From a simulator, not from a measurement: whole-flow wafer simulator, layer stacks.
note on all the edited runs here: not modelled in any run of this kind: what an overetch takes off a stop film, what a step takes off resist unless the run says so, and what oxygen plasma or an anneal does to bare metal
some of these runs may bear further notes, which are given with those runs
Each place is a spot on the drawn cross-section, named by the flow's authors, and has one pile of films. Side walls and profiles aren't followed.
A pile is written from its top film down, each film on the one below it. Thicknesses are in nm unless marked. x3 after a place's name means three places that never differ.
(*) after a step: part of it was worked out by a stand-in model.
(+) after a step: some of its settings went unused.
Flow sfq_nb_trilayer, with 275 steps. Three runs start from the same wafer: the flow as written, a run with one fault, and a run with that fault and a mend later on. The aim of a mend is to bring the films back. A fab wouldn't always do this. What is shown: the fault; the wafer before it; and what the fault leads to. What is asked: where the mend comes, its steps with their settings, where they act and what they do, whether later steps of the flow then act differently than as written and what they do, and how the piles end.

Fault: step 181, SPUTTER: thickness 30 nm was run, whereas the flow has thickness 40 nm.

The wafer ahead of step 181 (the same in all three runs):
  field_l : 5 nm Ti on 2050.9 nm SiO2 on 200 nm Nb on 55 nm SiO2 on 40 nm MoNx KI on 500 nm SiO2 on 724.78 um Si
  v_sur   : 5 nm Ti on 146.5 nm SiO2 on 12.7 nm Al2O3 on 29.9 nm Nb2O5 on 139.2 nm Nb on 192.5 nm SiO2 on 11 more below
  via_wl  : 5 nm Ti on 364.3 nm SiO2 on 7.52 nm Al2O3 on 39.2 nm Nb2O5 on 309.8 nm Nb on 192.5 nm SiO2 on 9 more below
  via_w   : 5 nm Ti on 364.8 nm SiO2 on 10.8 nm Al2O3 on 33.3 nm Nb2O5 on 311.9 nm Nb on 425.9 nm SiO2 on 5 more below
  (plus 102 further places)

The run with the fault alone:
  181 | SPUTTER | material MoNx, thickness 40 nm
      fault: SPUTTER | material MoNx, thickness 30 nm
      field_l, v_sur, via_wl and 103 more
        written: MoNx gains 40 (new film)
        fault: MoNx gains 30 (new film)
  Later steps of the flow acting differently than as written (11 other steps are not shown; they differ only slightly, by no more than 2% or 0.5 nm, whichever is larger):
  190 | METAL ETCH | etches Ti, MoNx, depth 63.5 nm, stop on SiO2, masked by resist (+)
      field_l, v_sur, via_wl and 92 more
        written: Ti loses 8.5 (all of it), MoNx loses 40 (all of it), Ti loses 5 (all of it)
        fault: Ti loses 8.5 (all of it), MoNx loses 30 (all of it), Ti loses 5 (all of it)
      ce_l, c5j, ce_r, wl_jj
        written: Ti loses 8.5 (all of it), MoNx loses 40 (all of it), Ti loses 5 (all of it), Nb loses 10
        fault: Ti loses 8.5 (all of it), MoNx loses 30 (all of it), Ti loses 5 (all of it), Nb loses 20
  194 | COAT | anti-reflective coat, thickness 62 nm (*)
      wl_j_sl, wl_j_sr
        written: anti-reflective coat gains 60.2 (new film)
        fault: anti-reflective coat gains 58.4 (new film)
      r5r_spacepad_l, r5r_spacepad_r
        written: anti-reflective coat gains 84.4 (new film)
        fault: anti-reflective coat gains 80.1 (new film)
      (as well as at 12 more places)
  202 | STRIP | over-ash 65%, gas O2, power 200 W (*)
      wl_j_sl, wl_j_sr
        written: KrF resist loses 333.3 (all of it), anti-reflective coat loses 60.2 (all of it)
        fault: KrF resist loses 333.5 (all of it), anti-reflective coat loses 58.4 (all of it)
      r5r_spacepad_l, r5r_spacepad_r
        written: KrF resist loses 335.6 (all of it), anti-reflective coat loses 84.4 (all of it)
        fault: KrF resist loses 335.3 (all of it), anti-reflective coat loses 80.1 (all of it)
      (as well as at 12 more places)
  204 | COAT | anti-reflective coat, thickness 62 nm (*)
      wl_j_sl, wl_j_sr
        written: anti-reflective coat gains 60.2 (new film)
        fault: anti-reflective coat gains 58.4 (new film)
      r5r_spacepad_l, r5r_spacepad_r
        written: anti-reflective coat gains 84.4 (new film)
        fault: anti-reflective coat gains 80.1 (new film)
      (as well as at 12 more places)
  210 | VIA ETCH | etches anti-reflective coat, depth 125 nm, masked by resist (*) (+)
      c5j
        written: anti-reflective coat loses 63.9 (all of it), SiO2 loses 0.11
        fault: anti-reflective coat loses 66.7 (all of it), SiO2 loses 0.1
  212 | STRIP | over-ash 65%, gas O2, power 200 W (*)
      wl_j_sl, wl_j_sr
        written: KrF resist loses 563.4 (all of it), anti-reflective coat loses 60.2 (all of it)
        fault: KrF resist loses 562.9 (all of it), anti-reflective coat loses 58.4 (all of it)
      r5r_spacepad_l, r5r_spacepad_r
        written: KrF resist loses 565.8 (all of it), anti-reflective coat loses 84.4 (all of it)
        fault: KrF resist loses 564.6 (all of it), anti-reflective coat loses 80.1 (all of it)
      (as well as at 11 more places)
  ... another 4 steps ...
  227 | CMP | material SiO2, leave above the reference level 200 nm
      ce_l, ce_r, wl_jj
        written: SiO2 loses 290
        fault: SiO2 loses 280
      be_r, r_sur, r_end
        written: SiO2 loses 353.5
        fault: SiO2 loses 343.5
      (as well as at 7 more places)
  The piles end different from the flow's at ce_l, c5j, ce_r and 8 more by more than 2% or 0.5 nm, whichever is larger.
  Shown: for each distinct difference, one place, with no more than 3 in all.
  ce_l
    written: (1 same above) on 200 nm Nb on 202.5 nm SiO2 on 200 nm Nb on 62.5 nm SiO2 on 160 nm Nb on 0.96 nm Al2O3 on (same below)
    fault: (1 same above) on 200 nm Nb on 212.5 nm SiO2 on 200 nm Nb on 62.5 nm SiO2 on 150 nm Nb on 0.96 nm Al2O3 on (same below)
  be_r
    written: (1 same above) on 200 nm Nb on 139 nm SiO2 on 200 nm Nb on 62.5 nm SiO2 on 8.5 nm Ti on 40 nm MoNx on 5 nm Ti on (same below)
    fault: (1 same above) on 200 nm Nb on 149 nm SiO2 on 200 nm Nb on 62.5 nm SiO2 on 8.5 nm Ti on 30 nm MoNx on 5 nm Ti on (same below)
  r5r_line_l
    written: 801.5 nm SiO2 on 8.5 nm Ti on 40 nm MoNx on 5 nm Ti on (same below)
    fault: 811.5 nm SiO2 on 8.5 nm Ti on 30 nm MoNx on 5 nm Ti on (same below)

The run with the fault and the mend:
  The mend stands after step 181.
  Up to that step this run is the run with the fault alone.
  181a | SPUTTER | material MoNx, thickness 10 nm (the flow's step 181 again, with other settings)
      field_l, v_sur, via_wl and 103 more
        MoNx gains 10
  None of the later steps of the flow acts differently than as written at any place that is followed.
  At every place that both follow, the piles at the end match the flow's.
